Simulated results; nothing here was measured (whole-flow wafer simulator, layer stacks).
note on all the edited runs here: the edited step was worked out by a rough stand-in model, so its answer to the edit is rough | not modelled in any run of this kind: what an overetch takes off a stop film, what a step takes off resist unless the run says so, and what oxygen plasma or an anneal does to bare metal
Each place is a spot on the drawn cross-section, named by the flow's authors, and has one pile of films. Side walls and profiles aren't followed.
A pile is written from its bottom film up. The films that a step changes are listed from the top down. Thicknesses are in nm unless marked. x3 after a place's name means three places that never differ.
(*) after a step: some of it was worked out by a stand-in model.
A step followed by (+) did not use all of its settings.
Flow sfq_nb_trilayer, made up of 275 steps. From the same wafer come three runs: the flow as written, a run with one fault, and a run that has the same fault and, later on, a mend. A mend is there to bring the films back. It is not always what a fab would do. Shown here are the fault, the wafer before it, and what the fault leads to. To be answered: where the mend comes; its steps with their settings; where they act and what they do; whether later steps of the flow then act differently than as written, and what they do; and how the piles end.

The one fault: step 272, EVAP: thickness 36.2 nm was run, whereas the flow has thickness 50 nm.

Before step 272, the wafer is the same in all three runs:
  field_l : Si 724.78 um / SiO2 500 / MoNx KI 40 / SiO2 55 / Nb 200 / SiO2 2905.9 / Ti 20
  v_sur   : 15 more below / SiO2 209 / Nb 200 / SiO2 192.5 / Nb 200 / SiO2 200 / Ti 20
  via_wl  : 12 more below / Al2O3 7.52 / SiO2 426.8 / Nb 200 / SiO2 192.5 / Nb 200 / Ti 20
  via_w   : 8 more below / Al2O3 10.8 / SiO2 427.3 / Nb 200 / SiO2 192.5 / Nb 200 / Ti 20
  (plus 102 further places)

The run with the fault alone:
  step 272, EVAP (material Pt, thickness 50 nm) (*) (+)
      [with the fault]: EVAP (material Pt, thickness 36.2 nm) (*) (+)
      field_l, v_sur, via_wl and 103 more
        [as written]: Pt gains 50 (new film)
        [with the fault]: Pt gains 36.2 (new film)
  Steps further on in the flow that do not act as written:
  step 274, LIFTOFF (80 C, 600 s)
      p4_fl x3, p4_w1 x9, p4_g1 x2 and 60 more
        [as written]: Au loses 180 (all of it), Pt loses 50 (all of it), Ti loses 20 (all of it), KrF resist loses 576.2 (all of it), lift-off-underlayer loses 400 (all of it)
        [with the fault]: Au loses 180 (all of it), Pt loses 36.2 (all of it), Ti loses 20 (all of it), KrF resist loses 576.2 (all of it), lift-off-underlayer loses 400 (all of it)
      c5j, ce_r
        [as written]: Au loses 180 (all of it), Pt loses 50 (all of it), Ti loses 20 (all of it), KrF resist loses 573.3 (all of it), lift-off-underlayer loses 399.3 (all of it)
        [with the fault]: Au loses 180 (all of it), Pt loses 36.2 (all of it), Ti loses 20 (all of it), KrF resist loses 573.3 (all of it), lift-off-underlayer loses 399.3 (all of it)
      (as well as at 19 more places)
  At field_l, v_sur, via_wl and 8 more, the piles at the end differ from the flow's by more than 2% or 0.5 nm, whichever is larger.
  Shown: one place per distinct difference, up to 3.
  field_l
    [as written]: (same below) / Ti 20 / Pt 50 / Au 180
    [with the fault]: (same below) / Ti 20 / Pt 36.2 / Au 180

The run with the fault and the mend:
  After step 272 comes the mend.
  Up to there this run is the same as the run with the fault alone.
  step 272a, EVAP (material Pt, thickness 13.8 nm) (*) (+) (the flow's step 272 again, with other settings)
      field_l, v_sur, via_wl and 103 more
        Pt gains 13.8
  Later steps of the flow that are run all act as written at every place that is followed.
  At every place that both follow, the piles at the end match the flow's.
